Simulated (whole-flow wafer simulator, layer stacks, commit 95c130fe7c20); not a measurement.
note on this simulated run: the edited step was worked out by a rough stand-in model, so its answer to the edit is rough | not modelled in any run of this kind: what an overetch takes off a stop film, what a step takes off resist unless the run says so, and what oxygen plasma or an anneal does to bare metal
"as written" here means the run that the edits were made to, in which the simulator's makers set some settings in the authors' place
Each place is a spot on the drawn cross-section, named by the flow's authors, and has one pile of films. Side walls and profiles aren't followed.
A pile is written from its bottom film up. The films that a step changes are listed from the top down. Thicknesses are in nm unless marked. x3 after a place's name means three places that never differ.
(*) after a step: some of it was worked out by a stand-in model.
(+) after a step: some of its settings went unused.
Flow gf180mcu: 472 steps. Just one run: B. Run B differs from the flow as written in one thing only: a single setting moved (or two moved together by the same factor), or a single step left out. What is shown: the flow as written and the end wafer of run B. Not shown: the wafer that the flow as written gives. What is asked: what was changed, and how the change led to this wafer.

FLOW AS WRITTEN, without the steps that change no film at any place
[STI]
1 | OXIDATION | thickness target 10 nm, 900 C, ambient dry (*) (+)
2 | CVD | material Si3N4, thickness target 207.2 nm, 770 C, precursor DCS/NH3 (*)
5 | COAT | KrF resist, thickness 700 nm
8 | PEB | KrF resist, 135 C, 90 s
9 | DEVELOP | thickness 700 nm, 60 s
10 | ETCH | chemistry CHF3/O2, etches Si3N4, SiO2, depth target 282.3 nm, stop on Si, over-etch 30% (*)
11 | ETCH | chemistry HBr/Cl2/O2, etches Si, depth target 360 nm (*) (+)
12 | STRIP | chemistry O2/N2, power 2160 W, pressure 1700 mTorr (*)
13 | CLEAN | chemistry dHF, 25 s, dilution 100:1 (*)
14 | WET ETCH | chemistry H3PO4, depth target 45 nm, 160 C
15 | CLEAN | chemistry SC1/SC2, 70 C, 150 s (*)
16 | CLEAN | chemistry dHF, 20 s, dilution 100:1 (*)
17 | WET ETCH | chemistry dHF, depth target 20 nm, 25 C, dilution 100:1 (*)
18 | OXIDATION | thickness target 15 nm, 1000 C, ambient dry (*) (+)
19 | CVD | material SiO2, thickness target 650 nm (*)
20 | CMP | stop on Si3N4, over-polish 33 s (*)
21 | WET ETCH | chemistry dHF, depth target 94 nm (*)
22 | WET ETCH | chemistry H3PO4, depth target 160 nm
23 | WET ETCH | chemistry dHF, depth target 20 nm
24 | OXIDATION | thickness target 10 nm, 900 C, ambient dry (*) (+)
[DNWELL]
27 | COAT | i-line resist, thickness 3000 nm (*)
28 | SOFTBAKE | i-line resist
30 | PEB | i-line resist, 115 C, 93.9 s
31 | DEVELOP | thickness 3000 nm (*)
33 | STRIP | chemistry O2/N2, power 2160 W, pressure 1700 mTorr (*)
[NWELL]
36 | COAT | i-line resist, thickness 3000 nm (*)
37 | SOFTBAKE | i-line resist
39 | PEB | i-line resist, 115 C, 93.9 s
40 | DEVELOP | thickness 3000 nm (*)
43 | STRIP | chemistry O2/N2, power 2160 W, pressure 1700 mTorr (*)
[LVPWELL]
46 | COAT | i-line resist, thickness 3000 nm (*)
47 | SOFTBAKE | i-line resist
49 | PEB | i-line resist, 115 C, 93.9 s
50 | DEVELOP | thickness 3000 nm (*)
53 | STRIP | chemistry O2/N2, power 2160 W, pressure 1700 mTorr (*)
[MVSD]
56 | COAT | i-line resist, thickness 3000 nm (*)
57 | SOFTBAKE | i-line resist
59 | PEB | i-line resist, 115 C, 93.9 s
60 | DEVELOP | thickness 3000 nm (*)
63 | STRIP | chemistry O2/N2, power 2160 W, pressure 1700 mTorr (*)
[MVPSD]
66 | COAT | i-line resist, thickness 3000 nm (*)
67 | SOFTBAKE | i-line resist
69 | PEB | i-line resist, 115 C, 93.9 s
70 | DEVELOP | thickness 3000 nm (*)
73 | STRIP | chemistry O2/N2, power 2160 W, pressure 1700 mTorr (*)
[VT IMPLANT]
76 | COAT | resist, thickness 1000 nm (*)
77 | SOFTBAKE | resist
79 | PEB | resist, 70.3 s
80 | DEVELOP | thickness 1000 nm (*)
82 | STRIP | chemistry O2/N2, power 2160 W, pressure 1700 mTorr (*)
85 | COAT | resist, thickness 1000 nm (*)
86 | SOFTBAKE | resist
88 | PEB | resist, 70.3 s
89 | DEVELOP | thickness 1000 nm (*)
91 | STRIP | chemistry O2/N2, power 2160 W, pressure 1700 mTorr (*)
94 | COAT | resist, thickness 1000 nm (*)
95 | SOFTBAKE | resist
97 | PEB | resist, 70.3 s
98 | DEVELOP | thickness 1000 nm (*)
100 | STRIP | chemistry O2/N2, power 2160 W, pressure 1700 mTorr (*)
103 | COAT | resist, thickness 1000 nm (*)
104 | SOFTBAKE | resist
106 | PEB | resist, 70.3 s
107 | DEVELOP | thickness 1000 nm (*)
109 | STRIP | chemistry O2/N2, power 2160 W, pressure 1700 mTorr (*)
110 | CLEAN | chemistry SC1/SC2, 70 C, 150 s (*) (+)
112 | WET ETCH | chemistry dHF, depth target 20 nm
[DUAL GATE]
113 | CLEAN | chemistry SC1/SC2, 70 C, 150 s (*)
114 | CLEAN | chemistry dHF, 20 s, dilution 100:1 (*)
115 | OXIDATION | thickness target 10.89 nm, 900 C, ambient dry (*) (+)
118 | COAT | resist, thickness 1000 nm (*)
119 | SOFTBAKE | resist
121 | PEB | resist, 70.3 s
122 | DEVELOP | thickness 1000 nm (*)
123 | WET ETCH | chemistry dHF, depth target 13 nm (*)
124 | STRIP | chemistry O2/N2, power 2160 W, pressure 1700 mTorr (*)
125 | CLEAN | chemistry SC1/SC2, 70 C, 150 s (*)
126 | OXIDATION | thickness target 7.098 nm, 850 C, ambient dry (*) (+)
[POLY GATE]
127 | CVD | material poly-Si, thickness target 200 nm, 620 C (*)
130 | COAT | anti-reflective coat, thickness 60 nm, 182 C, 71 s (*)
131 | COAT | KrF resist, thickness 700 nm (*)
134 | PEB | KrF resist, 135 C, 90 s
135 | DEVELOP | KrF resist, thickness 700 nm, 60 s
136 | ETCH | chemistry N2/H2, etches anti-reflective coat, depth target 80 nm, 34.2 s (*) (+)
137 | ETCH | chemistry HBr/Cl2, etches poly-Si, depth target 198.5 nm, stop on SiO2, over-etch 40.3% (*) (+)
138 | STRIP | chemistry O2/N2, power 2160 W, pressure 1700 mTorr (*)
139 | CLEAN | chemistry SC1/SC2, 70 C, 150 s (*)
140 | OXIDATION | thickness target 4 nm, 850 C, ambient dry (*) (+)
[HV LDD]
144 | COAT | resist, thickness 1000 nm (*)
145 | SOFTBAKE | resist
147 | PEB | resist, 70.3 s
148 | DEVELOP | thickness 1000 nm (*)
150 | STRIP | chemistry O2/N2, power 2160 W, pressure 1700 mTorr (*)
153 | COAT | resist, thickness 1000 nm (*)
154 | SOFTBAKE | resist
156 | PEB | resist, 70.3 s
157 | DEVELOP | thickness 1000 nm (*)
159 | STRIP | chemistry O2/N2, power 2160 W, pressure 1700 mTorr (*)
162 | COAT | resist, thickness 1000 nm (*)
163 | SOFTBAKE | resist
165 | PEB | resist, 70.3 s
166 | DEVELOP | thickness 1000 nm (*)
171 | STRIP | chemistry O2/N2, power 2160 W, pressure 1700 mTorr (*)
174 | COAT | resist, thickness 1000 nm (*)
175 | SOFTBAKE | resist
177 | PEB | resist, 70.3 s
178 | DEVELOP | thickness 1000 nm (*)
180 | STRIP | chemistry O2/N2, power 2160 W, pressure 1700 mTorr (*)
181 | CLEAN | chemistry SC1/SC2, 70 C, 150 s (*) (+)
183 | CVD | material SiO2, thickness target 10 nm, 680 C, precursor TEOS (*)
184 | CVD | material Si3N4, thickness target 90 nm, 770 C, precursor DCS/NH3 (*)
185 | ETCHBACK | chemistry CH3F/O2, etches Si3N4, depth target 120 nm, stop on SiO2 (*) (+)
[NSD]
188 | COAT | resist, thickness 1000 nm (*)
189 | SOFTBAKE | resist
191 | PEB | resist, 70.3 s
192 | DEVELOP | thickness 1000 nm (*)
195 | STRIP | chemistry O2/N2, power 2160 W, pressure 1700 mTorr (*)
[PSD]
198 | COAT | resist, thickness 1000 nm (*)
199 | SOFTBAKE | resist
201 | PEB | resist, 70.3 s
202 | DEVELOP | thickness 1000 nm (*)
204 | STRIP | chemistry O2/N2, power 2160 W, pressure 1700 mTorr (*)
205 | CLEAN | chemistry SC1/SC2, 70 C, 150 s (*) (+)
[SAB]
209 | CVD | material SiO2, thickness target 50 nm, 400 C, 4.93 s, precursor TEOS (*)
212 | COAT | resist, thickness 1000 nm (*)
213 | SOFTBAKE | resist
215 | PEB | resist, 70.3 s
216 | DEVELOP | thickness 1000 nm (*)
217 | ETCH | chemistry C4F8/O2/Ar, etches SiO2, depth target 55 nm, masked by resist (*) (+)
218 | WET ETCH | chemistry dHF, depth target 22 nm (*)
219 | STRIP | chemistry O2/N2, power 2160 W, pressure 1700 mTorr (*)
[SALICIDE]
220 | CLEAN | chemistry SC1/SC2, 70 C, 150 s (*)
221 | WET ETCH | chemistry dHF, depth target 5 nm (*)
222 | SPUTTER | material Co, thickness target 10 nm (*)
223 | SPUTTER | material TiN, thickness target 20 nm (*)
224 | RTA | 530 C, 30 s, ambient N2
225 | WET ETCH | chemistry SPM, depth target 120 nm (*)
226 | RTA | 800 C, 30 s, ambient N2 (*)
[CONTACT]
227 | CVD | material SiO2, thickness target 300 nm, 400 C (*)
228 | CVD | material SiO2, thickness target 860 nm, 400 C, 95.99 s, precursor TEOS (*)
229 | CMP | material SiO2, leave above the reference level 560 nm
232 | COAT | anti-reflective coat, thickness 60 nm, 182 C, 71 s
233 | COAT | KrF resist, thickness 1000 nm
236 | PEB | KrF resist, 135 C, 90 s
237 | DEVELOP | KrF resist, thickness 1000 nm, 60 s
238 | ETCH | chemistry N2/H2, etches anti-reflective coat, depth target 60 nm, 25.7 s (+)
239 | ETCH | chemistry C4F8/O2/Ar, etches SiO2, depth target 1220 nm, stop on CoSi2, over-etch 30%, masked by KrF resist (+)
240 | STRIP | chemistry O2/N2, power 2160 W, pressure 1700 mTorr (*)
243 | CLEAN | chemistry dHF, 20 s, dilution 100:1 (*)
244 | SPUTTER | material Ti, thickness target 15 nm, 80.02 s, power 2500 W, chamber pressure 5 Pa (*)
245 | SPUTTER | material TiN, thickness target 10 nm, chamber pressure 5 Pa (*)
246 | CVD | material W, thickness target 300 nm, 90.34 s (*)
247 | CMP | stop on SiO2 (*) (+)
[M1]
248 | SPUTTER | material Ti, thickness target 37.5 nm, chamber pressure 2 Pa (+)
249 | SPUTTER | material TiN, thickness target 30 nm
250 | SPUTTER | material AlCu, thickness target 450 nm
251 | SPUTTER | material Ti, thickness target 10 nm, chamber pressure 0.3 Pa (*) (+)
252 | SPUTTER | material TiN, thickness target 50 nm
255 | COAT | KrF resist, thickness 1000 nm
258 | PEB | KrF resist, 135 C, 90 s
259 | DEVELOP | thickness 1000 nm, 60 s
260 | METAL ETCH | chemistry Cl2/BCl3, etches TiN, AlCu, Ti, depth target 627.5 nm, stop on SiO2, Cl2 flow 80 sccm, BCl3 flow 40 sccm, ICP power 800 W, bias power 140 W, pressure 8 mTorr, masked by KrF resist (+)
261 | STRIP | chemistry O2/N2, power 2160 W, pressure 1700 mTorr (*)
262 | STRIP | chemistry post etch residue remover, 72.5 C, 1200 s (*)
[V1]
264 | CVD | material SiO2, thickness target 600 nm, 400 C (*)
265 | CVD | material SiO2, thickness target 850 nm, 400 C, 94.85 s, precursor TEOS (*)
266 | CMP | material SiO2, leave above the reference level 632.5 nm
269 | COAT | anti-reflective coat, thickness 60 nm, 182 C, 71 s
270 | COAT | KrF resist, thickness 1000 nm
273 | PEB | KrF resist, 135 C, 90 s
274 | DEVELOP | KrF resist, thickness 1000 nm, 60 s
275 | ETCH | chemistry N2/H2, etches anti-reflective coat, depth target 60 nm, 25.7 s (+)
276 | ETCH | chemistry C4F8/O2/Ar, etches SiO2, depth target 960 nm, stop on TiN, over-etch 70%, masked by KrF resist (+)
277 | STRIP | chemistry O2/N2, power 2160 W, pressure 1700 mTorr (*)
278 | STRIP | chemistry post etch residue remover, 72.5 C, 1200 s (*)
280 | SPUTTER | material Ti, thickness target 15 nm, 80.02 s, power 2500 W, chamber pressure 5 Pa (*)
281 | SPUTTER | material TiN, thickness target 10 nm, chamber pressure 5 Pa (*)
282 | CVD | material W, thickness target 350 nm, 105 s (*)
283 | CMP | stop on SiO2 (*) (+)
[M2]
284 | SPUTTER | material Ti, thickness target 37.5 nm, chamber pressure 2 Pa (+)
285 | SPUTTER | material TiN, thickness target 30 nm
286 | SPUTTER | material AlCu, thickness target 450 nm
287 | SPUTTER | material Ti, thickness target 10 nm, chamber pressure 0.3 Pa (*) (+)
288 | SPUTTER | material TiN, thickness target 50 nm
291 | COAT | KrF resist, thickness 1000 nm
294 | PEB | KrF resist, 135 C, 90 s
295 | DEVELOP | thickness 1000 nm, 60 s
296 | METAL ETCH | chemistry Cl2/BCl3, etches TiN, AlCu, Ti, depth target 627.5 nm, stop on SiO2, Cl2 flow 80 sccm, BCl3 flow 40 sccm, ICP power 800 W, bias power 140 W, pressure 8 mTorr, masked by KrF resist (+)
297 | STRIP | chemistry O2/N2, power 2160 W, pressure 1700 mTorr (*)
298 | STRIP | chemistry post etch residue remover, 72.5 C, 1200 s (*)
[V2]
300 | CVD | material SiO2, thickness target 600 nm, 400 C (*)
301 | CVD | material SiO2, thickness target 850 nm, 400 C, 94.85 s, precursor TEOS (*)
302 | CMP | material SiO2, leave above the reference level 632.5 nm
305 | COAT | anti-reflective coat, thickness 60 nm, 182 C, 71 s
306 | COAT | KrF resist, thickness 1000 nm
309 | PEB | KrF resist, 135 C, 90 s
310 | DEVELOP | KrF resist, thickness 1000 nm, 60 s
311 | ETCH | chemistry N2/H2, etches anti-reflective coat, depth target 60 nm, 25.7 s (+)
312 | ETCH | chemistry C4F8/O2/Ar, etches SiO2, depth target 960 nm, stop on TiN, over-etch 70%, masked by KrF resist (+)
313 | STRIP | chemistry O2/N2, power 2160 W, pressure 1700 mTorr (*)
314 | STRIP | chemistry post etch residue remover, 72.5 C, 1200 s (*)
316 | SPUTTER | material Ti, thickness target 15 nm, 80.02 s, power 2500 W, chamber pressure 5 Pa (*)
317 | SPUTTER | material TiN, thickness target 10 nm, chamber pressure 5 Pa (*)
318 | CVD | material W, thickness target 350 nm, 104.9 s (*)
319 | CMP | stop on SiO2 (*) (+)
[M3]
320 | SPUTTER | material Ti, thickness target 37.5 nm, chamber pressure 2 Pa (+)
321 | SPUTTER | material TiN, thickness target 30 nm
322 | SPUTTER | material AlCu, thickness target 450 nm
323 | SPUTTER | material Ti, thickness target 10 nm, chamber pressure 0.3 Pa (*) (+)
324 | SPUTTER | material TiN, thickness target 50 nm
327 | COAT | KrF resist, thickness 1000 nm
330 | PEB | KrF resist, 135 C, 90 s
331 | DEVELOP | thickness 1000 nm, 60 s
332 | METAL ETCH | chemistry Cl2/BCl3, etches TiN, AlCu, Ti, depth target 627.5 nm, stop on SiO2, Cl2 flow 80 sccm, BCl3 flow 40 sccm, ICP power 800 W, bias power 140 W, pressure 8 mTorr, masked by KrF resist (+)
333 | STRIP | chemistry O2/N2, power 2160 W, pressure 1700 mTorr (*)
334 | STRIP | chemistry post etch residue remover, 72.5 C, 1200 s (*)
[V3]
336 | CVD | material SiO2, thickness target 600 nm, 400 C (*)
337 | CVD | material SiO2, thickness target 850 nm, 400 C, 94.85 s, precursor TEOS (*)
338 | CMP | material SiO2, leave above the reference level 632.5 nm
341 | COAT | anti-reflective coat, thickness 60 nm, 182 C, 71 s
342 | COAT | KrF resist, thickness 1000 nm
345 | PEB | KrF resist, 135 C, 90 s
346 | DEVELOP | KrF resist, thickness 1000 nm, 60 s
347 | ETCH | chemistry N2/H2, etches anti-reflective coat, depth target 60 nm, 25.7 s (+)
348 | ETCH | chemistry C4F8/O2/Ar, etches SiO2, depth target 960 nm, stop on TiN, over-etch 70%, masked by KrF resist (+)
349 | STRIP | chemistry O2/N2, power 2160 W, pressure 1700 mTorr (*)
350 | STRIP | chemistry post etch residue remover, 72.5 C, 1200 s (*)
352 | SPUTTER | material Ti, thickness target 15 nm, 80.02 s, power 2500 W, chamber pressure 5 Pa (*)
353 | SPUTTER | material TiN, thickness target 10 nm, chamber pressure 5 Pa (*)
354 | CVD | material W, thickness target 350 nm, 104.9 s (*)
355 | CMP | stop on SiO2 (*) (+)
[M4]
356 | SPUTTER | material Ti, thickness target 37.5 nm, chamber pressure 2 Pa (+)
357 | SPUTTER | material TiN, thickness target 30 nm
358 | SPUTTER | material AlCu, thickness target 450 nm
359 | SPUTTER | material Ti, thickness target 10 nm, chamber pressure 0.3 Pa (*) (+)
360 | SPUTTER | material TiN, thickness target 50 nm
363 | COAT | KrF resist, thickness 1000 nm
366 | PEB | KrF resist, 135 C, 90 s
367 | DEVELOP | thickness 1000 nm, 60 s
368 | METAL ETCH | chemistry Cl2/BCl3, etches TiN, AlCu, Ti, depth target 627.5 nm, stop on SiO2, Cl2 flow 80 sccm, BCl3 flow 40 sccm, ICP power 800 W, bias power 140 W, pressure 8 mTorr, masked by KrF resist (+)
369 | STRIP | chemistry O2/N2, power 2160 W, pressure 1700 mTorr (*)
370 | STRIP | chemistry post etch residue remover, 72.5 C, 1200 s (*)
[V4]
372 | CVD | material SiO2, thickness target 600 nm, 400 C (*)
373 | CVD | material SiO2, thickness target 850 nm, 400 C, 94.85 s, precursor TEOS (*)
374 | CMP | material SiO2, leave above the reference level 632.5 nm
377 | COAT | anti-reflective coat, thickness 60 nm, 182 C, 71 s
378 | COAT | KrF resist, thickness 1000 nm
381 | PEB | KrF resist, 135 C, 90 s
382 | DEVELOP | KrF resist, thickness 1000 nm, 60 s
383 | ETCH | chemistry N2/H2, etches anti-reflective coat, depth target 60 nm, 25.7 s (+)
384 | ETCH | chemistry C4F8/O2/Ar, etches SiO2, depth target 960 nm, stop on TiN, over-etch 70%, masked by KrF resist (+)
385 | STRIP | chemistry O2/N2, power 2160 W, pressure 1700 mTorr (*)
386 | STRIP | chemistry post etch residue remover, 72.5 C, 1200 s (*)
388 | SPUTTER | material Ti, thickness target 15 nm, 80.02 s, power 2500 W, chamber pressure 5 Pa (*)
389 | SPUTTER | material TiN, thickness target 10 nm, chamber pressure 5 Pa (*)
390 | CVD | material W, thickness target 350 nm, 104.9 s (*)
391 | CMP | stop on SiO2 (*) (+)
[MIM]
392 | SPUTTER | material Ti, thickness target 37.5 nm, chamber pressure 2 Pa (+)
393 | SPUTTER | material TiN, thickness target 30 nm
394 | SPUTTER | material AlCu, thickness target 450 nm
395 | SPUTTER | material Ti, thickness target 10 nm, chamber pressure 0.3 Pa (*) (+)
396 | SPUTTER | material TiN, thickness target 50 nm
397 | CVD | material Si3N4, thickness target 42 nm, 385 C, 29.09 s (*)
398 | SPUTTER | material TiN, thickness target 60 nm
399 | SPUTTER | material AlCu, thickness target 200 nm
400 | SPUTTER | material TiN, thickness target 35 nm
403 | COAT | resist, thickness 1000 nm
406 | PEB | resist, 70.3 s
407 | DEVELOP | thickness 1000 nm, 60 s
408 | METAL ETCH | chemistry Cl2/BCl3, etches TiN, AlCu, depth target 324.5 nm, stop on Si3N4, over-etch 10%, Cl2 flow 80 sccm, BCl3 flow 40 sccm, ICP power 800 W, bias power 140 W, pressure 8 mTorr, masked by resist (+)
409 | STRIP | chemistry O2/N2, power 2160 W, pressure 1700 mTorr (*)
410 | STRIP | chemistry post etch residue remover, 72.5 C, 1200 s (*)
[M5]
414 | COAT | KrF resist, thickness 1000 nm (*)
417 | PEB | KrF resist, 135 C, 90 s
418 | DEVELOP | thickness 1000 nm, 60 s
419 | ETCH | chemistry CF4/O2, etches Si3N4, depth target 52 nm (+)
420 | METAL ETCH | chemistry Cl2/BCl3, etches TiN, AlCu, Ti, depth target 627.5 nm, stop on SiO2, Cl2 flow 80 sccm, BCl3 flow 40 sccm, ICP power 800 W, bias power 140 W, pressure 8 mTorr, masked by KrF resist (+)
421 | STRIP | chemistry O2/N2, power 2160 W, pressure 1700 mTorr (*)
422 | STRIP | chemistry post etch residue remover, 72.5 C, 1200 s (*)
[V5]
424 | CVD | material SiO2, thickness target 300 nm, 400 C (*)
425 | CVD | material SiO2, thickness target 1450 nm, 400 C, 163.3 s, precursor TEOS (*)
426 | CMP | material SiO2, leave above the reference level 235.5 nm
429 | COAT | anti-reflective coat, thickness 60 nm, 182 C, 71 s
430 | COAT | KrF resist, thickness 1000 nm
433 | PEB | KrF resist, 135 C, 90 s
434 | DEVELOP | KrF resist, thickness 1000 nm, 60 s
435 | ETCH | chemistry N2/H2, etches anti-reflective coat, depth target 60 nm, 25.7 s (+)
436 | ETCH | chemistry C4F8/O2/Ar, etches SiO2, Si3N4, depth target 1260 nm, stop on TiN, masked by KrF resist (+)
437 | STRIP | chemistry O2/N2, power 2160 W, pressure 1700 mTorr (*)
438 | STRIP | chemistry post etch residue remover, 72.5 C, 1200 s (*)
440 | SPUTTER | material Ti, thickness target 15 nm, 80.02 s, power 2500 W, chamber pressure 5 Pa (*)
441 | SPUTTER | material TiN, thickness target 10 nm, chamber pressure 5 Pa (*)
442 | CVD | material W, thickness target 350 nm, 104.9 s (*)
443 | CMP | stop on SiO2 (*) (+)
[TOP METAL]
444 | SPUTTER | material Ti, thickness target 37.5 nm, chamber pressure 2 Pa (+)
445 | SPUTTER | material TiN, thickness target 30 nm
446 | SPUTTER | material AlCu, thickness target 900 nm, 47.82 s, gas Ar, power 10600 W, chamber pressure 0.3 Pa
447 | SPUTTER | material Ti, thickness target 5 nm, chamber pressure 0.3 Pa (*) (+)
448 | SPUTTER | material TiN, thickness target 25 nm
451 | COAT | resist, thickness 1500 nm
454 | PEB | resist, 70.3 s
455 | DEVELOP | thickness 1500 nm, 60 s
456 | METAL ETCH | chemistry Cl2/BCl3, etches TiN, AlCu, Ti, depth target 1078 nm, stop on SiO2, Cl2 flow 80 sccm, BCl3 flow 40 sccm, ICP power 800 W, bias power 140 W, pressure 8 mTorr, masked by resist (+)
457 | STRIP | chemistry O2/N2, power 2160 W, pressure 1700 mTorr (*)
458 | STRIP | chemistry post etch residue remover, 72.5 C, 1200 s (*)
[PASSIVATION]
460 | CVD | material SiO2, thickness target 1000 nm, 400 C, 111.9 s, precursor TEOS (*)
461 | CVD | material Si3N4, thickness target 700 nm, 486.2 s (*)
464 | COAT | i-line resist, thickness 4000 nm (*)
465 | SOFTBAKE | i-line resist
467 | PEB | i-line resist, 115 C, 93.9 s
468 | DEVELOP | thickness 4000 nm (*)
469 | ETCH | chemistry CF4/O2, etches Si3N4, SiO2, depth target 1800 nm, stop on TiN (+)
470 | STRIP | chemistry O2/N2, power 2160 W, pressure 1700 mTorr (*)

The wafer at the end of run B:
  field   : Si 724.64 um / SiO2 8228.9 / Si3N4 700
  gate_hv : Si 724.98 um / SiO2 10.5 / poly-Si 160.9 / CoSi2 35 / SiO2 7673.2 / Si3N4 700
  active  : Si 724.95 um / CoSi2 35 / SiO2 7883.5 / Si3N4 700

The reason: step 115, OXIDATION: thickness target 6.532 nm was run, though the flow has thickness target 10.89 nm.

The path from the change to this, step by step:
  115 | OXIDATION | thickness target 10.89 nm, 900 C, ambient dry (*) (+)
      active, n_well, p_well and 40 more: +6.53 SiO2 (new film), -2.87 Si (in the flow as written it would be: +10.9 SiO2 (new film), -4.79 Si)
      sti, mim_1p0, pad and 21 more: +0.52 SiO2, -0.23 Si (in the flow as written it would be: +1.22 SiO2, -0.54 Si)
      (also at 25 further places)
  123 | WET ETCH | chemistry dHF, depth target 13 nm (*)
      active, n_well, p_well and 12 more: -6.53 SiO2 (all of it) (in the flow as written it would be: -10.9 SiO2 (all of it))
  126 | OXIDATION | thickness target 7.098 nm, 850 C, ambient dry (*) (+)
      gate_hv, active_hv, active_nat and 25 more: +4.29 SiO2, -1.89 Si (in the flow as written it would be: +3.72 SiO2, -1.64 Si)
  130 | COAT | anti-reflective coat, thickness 60 nm, 182 C, 71 s (*)
      p_well, spacer, sd_n: +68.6 anti-reflective coat (new film) (in the flow as written it would be: +70.9 anti-reflective coat (new film))
      gate: +64.1 anti-reflective coat (new film) (in the flow as written it would be: +65.5 anti-reflective coat (new film))
      (also at 5 further places)
  136 | ETCH | chemistry N2/H2, etches anti-reflective coat, depth target 80 nm, 34.2 s (*) (+)
      p_well, spacer, sd_n: -68.6 anti-reflective coat (all of it), -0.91 poly-Si (in the flow as written it would be: -70.9 anti-reflective coat (all of it), -0.85 poly-Si)
      contact: -65.4 anti-reflective coat (all of it), -0.99 poly-Si (in the flow as written it would be: -67.5 anti-reflective coat (all of it), -0.94 poly-Si)
      (also at 3 further places)
  138 | STRIP | chemistry O2/N2, power 2160 W, pressure 1700 mTorr (*)
      gate: +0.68 chemical SiO2 (new film), -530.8 KrF resist (all of it), -64.1 anti-reflective coat (all of it), -0.3 poly-Si (in the flow as written it would be: +0.68 chemical SiO2 (new film), -531.7 KrF resist (all of it), -65.5 anti-reflective coat (all of it), -0.3 poly-Si)
      ld_fp_p: +0.68 chemical SiO2 (new film), -526.4 KrF resist (all of it), -46.8 anti-reflective coat (all of it), -0.3 poly-Si (in the flow as written it would be: +0.68 chemical SiO2 (new film), -526.2 KrF resist (all of it), -47.8 anti-reflective coat (all of it), -0.3 poly-Si)
  145 | SOFTBAKE | resist
      active_nat: +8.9 resist (in the flow as written it would be: +4.68 resist)
  154 | SOFTBAKE | resist
      active_nat: +8.9 resist (in the flow as written it would be: +4.68 resist)
  163 | SOFTBAKE | resist
      active_nat: +8.9 resist (in the flow as written it would be: +4.68 resist)
  175 | SOFTBAKE | resist
      active_nat: +8.9 resist (in the flow as written it would be: +4.68 resist)
  189 | SOFTBAKE | resist
      active_hv: -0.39 resist (in the flow as written it would be: +2.68 resist)
      nw_enc_fld_lv__w3: -1.7 resist (in the flow as written it would be: +2.11 resist)
  199 | SOFTBAKE | resist
      active_hv: -0.39 resist (in the flow as written it would be: +2.68 resist)
      nw_enc_fld_lv__w3: -1.7 resist (in the flow as written it would be: +2.11 resist)
  218 | WET ETCH | chemistry dHF, depth target 22 nm (*)
      ldn_tap, ldn_src, ldn_drn, ldp_tap, ldp_src, ldp_drn, ldp_gr: -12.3 SiO2 (all of it) (in the flow as written it would be: -16 SiO2 (all of it))
      ld_drn_n, ld_sd_p: -11.1 SiO2 (all of it) (in the flow as written it would be: -14.8 SiO2 (all of it))
      (also at 5 further places)
  223 | SPUTTER | material TiN, thickness target 20 nm (*)
      field__w12: +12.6 TiN (new film) (in the flow as written it would be: +12 TiN (new film))
  225 | WET ETCH | chemistry SPM, depth target 120 nm (*)
      field__w12: -12.6 TiN (all of it), -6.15 Co (all of it) (in the flow as written it would be: -12 TiN (all of it), -6.15 Co (all of it))
